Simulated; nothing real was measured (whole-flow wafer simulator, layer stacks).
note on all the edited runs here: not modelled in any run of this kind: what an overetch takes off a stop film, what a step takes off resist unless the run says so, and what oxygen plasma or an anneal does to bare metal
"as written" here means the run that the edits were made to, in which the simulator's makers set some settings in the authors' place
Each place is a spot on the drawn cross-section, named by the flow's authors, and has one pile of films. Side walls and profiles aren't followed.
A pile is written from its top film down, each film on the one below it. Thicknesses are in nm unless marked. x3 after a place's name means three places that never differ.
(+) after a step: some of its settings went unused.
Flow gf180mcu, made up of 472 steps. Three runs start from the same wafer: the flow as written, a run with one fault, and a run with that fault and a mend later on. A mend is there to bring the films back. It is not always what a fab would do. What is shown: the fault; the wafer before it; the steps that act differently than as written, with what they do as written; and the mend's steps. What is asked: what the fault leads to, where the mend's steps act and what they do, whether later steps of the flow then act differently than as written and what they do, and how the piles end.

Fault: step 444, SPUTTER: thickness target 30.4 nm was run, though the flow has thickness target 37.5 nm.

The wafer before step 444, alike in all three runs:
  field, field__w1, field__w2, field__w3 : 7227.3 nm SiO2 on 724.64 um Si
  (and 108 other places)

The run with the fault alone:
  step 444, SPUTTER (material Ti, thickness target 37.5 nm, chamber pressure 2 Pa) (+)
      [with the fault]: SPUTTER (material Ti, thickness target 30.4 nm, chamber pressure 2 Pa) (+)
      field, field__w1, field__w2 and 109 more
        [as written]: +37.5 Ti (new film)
        [with the fault]: +30.4 Ti (new film)
  Steps later in the flow that act otherwise than as written (5 other steps are not shown; they differ only slightly, by no more than 2% or 0.5 nm, whichever is larger):
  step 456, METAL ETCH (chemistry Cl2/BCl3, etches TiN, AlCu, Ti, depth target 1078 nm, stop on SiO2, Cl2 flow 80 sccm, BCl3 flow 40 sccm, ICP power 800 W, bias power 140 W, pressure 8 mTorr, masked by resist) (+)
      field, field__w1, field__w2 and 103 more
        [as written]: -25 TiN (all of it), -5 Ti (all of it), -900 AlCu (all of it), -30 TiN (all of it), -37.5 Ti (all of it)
        [with the fault]: -25 TiN (all of it), -5 Ti (all of it), -900 AlCu (all of it), -30 TiN (all of it), -30.4 Ti (all of it)
  By the end, the piles at field__w8, contact, m1, m1__w1, pad, m1_nw depart from the flow's by more than 2% or 0.5 nm, whichever is larger.
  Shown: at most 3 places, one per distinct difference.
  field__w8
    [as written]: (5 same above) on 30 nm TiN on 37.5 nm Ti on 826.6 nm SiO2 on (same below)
    [with the fault]: (5 same above) on 30 nm TiN on 30.4 nm Ti on 826.6 nm SiO2 on (same below)
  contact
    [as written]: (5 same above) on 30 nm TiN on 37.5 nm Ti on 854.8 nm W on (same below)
    [with the fault]: (5 same above) on 30 nm TiN on 30.4 nm Ti on 854.8 nm W on (same below)
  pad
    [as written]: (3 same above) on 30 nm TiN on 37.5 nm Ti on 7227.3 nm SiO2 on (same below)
    [with the fault]: (3 same above) on 30 nm TiN on 30.4 nm Ti on 7227.3 nm SiO2 on (same below)

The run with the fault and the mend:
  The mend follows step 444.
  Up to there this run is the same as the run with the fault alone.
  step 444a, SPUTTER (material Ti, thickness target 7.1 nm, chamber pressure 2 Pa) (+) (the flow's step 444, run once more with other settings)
      field, field__w1, field__w2 and 109 more
        +7.1 Ti
  None of the later steps of the flow acts differently than as written at any place that is followed.
  The piles end the same as the flow's at every place that both follow.
